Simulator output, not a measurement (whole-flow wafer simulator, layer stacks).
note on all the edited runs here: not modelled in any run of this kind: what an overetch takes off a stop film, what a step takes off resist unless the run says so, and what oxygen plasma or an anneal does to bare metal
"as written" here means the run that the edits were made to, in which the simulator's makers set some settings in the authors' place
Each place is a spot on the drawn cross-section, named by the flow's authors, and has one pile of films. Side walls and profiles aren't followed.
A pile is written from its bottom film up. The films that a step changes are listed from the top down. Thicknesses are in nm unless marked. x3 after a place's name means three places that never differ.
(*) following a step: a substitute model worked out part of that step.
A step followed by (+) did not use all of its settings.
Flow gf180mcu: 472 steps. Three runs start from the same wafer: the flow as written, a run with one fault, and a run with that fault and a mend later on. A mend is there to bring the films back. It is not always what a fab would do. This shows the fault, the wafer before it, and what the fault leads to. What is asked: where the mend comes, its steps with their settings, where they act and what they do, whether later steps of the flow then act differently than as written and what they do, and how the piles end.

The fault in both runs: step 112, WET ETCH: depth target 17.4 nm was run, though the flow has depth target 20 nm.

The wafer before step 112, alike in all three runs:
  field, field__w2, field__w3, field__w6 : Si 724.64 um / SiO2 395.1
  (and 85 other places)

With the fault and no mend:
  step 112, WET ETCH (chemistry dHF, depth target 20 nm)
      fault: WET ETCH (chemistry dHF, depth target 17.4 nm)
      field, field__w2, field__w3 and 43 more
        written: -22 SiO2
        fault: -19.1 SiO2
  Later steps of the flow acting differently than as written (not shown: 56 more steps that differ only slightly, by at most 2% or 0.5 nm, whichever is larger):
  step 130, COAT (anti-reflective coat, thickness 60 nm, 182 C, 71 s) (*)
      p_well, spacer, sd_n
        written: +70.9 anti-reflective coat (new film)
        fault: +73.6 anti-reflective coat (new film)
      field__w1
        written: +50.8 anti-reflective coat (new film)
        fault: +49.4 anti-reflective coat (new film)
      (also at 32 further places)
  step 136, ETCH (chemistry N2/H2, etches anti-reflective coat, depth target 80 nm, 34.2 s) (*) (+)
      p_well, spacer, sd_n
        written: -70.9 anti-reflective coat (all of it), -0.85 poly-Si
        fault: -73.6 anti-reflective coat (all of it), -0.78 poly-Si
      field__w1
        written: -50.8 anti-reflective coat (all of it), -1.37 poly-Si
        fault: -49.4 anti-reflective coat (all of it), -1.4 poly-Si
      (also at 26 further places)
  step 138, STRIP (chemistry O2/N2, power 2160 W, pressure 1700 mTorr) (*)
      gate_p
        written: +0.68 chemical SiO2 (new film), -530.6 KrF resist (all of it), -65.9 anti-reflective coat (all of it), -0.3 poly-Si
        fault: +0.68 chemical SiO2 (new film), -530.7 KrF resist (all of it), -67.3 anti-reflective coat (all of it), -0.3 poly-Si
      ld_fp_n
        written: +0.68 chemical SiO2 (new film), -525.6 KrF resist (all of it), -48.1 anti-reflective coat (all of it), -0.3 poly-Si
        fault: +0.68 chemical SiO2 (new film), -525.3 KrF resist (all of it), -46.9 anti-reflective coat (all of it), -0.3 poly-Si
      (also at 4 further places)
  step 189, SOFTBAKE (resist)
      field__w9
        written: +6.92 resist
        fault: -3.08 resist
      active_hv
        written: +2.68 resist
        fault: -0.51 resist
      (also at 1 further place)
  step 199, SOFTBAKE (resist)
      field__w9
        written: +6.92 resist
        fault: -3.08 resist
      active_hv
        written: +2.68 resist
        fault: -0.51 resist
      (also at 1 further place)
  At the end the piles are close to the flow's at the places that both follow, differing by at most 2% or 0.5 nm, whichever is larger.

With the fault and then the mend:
  The mend stands after step 112.
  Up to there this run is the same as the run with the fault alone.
  step 112a, WET ETCH (chemistry dHF, depth target 2.6 nm) (a further turn of the flow's step 112, with different settings)
      field, field__w2, field__w3 and 43 more
        -2.6 SiO2
  None of the later steps of the flow differs from how it acts as written, at any place that is followed, by more than 2% or 0.5 nm, whichever is larger.
  At the end the piles are close to the flow's at the places that both follow, differing by at most 2% or 0.5 nm, whichever is larger.
